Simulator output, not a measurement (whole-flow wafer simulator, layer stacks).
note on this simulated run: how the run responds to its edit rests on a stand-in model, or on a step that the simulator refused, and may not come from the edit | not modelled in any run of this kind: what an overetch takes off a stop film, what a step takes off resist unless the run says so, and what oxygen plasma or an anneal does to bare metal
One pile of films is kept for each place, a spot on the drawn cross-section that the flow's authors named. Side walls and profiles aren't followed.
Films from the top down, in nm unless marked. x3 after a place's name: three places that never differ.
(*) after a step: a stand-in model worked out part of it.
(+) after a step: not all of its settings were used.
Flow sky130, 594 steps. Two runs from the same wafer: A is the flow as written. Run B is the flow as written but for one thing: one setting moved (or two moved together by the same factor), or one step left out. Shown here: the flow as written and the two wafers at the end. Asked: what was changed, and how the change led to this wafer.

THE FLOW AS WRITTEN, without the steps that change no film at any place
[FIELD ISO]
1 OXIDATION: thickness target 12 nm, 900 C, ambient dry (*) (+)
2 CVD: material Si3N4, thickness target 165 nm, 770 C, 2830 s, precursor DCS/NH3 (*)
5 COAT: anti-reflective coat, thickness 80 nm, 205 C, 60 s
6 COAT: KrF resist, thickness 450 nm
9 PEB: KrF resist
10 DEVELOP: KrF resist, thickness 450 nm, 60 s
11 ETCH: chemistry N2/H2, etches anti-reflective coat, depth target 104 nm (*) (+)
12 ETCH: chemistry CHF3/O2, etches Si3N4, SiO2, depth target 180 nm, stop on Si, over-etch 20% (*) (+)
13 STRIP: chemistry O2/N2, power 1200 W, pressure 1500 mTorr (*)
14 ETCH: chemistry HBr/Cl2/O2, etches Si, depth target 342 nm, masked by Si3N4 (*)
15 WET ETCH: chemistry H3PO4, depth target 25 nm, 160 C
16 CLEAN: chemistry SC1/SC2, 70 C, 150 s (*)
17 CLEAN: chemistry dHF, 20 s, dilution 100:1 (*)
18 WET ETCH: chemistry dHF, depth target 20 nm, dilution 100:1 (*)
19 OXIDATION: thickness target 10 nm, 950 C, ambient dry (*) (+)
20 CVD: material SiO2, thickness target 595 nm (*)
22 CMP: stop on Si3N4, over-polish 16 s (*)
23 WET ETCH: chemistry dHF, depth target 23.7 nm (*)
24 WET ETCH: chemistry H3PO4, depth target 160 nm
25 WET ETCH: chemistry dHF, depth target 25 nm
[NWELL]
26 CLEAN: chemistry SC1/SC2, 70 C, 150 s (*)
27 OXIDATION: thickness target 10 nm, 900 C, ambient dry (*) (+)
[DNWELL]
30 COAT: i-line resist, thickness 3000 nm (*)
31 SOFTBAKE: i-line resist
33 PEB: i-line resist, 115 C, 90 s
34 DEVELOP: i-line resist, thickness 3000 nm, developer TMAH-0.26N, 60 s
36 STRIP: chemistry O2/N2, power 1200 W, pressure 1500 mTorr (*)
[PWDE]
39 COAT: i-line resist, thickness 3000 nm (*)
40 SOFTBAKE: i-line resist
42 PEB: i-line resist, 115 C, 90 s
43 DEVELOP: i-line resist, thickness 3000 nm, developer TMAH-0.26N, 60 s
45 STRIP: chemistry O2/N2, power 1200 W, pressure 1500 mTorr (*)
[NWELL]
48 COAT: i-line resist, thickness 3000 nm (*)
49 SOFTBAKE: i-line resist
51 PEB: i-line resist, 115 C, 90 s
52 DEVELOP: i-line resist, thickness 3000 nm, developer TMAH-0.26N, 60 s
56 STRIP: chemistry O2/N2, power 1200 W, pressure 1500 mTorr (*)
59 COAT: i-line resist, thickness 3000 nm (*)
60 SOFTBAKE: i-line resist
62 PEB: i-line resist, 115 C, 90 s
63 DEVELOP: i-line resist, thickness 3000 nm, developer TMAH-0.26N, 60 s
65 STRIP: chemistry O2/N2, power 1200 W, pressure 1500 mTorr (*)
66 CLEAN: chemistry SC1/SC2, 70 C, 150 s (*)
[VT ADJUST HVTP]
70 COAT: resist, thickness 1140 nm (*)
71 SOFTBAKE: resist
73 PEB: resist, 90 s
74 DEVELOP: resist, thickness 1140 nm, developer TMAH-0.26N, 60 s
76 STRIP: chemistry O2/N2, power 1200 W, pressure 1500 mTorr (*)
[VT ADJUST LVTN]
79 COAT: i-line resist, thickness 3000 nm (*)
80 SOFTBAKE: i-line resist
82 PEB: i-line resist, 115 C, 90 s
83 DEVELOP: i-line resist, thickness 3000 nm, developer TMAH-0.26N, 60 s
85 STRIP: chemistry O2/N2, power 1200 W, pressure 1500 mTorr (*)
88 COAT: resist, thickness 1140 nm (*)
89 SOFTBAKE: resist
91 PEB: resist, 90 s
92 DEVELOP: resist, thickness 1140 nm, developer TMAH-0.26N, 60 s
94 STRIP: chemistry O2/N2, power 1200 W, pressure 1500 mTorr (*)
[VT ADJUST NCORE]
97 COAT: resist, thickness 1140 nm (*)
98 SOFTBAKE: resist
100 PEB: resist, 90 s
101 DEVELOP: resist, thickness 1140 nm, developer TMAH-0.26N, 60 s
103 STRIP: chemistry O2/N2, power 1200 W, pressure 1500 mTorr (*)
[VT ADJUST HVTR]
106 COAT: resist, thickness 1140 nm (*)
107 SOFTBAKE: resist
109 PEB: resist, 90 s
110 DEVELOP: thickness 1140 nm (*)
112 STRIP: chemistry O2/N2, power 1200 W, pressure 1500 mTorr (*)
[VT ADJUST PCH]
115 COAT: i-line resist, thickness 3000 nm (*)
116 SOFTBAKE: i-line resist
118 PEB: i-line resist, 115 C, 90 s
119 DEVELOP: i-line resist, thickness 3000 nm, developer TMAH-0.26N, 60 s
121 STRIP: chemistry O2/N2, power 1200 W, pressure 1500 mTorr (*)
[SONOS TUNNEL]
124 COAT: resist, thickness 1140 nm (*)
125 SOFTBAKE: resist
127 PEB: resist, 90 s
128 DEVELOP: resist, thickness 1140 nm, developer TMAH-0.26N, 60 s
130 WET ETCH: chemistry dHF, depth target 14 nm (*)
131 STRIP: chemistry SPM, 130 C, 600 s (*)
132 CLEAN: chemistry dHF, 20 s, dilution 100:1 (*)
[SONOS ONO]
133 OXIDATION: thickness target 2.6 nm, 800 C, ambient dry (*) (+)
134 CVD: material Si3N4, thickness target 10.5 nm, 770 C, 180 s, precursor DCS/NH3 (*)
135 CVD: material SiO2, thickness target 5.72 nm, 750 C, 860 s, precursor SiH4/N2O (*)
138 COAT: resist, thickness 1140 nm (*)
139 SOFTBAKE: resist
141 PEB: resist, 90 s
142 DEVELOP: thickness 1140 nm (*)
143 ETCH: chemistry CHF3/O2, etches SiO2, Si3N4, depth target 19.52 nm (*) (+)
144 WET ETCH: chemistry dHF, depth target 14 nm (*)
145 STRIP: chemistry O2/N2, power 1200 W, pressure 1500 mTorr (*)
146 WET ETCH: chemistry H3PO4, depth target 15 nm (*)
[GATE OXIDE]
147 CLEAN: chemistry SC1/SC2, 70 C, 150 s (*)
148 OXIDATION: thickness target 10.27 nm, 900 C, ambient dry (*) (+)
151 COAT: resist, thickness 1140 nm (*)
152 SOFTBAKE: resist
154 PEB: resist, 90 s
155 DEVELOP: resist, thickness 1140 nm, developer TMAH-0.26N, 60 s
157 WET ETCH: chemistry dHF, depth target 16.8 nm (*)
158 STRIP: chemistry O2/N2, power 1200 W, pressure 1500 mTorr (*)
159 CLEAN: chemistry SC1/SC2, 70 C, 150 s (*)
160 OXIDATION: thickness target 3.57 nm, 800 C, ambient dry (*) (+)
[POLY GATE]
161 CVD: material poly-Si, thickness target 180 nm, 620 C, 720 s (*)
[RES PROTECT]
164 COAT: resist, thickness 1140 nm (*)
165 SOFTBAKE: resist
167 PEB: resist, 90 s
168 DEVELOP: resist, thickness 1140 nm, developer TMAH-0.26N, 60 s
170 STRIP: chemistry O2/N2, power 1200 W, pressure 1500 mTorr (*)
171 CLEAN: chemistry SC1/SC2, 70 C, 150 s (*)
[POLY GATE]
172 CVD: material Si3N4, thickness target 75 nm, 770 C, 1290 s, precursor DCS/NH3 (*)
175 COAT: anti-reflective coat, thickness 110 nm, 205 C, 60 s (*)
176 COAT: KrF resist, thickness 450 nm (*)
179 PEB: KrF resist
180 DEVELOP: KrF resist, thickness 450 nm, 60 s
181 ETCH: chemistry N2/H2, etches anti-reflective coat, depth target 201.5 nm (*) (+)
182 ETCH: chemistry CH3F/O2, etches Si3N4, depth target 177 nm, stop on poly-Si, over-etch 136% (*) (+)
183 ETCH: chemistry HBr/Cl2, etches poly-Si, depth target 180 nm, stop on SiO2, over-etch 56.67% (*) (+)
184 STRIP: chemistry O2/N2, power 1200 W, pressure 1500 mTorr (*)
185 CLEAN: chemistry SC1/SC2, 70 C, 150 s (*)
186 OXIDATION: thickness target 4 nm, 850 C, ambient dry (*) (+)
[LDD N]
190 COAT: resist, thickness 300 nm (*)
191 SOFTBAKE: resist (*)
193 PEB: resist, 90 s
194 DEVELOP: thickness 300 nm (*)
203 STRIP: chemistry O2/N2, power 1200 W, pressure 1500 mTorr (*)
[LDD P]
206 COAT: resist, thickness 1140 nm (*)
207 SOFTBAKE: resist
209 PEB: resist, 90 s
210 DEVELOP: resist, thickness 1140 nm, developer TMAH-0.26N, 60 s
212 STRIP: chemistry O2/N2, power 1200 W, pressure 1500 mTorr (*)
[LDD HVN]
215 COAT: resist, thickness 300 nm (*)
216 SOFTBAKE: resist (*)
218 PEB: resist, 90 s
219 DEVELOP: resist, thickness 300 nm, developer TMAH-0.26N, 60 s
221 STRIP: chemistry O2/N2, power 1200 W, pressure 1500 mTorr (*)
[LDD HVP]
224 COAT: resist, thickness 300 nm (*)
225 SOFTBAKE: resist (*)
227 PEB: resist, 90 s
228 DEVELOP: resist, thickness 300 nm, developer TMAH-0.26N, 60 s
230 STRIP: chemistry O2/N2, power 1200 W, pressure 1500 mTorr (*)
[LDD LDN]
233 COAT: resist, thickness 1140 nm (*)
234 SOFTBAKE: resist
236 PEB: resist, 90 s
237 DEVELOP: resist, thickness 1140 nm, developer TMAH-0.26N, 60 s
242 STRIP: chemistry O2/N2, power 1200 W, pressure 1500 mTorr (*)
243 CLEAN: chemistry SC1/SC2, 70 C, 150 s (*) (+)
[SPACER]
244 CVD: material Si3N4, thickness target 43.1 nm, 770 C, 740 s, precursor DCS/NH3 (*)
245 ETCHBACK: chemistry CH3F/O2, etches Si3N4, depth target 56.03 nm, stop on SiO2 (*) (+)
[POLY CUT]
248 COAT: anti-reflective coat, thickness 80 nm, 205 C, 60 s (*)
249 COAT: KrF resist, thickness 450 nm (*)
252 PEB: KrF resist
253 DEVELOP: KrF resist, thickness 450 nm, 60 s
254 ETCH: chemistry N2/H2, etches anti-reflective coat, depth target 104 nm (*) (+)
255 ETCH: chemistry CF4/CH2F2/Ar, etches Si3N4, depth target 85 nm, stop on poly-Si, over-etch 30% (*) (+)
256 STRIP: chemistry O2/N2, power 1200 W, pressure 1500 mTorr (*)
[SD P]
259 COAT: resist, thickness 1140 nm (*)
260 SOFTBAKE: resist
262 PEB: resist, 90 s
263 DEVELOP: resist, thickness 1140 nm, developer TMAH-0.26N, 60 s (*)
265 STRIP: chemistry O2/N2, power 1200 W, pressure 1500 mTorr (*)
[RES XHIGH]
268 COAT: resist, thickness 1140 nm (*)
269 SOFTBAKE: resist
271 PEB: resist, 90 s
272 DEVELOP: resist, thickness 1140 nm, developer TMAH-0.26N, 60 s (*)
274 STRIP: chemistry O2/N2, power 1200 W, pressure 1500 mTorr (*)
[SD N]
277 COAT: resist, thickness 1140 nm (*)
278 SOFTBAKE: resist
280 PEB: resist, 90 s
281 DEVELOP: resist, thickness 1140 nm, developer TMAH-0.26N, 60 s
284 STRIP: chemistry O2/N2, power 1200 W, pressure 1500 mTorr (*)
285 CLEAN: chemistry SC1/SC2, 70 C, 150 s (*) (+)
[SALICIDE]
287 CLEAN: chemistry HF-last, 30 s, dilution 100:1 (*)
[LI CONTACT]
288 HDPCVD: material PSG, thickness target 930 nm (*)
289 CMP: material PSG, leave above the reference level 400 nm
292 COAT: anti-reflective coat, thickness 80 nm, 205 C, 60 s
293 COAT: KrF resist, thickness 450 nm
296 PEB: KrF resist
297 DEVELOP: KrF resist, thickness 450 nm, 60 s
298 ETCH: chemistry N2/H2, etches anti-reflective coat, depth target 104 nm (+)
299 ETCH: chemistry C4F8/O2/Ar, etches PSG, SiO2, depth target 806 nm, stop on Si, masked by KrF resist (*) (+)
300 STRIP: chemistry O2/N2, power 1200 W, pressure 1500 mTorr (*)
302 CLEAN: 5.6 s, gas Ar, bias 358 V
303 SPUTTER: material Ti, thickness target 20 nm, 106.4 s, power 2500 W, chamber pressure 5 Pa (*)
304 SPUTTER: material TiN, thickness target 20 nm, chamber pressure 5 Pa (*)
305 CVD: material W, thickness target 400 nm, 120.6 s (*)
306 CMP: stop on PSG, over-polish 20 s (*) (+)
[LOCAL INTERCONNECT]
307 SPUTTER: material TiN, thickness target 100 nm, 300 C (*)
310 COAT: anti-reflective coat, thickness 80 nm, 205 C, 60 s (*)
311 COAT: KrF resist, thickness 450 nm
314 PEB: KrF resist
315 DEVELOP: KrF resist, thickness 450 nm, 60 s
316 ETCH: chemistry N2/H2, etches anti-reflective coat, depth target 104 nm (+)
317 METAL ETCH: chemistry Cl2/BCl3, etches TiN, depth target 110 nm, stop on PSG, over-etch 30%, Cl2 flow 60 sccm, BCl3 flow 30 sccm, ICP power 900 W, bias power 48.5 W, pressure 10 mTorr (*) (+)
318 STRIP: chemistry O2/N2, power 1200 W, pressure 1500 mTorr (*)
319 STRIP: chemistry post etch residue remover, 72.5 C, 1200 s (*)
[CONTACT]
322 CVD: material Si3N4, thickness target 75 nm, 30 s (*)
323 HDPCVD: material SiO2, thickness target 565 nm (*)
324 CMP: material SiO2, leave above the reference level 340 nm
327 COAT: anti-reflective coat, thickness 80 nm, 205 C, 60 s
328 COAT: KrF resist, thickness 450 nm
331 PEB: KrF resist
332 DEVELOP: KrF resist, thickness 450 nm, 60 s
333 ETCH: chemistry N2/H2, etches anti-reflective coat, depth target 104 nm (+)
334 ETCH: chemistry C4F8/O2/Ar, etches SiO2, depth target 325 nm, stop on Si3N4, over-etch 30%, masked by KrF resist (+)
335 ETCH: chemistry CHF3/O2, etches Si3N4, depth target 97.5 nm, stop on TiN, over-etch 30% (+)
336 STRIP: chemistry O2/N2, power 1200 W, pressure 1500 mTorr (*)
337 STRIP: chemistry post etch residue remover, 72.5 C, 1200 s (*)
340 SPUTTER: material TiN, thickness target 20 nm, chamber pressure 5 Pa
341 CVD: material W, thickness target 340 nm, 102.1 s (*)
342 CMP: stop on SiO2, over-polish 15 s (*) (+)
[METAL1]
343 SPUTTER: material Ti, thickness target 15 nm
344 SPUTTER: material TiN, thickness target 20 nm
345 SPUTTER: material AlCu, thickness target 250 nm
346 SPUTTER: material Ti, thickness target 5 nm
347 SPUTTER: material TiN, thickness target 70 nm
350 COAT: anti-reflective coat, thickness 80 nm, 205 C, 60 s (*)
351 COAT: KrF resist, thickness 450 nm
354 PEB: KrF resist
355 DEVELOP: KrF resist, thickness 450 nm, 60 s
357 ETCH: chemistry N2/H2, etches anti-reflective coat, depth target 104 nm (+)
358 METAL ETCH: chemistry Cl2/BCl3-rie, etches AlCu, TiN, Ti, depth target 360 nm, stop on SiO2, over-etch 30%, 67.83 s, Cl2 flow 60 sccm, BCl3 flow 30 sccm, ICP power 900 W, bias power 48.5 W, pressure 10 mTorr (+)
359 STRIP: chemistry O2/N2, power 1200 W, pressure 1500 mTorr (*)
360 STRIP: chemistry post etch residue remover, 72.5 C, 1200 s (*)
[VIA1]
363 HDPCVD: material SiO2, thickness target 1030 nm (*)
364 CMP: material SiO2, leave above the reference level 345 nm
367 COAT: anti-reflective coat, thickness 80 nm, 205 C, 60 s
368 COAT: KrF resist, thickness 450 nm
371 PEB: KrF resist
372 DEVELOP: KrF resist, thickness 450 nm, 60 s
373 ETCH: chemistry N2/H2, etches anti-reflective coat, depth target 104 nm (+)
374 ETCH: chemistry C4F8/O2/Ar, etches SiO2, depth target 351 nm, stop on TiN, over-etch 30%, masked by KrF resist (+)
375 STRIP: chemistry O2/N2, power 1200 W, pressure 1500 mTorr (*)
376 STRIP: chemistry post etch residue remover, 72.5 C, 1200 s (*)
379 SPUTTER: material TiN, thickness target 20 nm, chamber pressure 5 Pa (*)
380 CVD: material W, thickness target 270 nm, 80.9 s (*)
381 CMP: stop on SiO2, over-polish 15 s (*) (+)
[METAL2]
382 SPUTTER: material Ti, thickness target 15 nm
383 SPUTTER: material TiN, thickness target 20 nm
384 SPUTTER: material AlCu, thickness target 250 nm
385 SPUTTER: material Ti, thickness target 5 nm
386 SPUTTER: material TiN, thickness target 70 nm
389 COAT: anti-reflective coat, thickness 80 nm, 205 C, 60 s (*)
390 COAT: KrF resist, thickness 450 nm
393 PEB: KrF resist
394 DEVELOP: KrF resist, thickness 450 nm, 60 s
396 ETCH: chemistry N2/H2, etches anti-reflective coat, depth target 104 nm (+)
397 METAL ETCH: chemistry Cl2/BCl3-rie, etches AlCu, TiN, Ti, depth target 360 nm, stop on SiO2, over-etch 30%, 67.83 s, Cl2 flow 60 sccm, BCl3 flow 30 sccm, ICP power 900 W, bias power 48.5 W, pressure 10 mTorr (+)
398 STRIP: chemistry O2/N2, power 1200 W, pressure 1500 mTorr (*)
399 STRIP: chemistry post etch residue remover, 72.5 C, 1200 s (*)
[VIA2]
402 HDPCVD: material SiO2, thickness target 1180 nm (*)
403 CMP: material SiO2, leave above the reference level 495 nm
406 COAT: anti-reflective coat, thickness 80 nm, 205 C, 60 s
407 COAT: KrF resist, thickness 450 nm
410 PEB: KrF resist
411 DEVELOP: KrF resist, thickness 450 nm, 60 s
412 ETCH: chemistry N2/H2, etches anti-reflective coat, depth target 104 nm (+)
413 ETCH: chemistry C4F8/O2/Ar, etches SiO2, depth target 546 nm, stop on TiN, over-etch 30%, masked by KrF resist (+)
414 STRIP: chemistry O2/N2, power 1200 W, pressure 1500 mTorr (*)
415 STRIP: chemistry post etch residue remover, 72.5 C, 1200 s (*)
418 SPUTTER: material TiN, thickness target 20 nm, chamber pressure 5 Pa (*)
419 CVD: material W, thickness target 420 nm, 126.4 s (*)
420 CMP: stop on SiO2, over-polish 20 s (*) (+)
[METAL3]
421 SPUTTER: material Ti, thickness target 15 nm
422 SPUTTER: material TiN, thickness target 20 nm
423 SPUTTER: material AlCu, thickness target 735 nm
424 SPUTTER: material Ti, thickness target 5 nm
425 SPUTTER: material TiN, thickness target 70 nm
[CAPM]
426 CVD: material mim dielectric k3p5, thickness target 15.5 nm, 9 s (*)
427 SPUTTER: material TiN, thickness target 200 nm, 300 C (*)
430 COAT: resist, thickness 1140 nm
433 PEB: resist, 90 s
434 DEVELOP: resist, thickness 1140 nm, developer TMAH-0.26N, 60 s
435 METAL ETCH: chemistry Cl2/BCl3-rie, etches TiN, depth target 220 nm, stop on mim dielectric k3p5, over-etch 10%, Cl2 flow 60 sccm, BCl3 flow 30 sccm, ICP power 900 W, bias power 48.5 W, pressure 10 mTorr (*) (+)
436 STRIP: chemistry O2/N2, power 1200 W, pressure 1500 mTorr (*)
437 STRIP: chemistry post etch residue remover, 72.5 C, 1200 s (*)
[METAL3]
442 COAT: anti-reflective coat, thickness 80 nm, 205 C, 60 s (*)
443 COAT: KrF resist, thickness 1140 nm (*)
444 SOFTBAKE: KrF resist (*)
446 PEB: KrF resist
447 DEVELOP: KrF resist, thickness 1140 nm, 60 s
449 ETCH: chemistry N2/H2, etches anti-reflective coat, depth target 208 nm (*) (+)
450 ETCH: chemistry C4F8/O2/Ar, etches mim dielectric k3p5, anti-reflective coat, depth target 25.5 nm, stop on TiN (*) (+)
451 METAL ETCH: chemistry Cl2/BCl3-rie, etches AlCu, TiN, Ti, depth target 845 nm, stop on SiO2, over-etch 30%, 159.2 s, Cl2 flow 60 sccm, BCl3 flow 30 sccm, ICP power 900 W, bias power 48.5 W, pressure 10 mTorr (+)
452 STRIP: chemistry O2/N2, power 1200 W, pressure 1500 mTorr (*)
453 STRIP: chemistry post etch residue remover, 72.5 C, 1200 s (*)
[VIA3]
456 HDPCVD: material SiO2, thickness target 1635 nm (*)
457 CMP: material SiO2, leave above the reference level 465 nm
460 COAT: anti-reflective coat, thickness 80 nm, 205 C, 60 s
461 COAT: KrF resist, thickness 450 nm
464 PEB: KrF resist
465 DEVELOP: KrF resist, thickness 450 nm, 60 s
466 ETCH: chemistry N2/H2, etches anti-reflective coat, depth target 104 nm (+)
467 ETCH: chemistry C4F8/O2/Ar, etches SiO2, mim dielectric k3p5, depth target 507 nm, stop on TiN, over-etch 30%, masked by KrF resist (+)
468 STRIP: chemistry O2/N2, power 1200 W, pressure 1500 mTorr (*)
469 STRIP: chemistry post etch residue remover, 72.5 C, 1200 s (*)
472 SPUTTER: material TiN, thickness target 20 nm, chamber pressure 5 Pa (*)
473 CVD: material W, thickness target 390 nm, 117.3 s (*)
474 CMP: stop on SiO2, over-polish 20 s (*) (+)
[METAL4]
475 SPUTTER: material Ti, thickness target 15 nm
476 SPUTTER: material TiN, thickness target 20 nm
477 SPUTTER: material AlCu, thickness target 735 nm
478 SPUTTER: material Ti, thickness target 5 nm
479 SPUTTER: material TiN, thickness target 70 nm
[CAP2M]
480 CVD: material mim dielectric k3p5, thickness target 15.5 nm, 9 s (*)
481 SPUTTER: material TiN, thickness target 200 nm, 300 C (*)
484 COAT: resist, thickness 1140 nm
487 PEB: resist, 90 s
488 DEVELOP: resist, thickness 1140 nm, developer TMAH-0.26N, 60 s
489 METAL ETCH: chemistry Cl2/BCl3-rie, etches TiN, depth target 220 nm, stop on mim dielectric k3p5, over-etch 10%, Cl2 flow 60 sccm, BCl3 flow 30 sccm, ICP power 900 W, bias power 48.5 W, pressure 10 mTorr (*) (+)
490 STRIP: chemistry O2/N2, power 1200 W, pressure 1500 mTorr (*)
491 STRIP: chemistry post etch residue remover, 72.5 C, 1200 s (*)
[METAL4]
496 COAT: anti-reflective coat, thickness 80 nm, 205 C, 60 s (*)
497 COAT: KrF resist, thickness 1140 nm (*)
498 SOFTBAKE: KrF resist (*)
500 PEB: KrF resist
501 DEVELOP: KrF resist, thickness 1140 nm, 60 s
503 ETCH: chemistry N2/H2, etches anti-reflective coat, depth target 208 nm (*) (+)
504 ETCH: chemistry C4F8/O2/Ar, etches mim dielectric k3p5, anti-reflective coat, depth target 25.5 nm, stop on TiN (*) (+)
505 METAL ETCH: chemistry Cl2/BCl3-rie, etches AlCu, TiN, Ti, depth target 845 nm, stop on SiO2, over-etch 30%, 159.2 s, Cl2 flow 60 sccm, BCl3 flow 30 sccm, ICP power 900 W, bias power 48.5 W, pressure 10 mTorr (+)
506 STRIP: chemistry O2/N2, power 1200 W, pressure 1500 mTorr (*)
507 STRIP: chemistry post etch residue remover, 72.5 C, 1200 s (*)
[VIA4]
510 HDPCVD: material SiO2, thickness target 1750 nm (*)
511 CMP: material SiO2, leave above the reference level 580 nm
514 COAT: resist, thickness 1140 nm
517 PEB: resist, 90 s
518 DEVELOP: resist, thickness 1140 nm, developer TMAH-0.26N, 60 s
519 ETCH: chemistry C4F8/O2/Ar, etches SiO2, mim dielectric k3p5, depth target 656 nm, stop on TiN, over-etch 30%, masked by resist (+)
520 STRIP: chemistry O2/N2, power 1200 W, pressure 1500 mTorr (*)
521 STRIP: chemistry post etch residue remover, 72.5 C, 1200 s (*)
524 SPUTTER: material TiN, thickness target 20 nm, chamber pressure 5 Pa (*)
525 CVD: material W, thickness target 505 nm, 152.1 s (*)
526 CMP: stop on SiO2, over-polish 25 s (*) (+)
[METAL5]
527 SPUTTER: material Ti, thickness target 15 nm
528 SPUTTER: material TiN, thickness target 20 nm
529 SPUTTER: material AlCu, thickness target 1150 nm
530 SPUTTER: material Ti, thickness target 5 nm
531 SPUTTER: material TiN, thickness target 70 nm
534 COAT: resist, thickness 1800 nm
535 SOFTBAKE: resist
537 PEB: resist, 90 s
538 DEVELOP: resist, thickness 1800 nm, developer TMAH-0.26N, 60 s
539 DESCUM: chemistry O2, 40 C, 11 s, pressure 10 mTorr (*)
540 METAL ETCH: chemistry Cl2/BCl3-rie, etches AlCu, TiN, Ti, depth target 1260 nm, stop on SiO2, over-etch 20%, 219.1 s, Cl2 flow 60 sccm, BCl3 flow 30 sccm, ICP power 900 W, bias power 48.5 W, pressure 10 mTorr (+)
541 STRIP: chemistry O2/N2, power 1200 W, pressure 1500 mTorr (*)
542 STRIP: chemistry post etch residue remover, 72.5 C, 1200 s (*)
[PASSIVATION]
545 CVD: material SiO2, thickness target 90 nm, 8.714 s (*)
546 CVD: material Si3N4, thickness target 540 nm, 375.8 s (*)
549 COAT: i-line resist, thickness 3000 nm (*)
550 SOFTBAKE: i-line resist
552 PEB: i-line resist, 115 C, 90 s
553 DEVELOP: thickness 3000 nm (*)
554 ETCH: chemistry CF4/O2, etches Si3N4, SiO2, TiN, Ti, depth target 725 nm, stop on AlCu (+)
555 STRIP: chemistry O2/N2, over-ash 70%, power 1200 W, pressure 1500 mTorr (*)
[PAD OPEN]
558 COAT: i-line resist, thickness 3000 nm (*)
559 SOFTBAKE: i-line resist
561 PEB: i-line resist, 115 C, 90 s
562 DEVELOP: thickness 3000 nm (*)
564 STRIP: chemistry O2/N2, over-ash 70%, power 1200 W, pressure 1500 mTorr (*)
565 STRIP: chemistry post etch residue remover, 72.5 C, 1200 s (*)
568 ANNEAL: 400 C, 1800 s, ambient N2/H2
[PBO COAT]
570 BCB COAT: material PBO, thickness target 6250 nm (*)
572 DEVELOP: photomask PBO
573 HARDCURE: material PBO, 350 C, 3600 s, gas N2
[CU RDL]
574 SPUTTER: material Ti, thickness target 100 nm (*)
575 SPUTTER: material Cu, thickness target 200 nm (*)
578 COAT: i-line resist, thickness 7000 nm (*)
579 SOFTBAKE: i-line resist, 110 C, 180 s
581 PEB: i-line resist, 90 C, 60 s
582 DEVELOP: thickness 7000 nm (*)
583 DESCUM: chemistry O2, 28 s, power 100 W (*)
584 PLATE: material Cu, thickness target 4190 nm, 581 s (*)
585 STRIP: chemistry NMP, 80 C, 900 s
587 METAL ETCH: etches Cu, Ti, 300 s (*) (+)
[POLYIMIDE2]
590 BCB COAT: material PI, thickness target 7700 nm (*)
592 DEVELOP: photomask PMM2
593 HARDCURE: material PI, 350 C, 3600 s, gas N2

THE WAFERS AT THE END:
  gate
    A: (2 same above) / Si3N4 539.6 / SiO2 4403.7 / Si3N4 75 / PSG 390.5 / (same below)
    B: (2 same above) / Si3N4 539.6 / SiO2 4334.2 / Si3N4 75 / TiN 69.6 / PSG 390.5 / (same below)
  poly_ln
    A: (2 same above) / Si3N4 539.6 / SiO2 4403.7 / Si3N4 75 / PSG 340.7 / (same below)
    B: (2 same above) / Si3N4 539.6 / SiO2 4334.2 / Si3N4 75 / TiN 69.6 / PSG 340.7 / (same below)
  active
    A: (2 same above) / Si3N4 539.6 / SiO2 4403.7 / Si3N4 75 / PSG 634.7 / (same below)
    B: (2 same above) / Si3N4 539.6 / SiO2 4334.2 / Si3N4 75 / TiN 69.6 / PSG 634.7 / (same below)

The cause: step 316, ETCH: chemistry N2/H2, etches anti-reflective coat, depth target 104 nm (+), was left out.

How the change led to this, step by step:
  317 METAL ETCH: chemistry Cl2/BCl3, etches TiN, depth target 110 nm, stop on PSG, over-etch 30%, Cl2 flow 60 sccm, BCl3 flow 30 sccm, ICP power 900 W, bias power 48.5 W, pressure 10 mTorr (*) (+)
      field, active, gate and 88 more: A TiN -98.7 (all of it) | B anti-reflective coat -80 (all of it), TiN -30
  318 STRIP: chemistry O2/N2, power 1200 W, pressure 1500 mTorr (*)
      n_well, p_well, gate_hv and 93 more: A KrF resist -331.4 (all of it), anti-reflective coat -80 (all of it) | B KrF resist -389.2 (all of it), anti-reflective coat -80 (all of it)
      poly_licon, rpo_hd_licon: A KrF resist -331.5 (all of it), anti-reflective coat -80.4 (all of it) | B KrF resist -389.3 (all of it), anti-reflective coat -80.4 (all of it)
      (and at 2 more places)
  324 CMP: material SiO2, leave above the reference level 340 nm
      field, active, gate and 88 more: A SiO2 -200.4 | B SiO2 -270
Counting metal films that touch as one body, gate has 1 body; the flow as written gives 0 bodies.
Counting metal films that touch as one body, poly_ln has 1 body; the flow as written gives 0 bodies.
Counting metal films that touch as one body, active has 1 body; the flow as written gives 0 bodies.
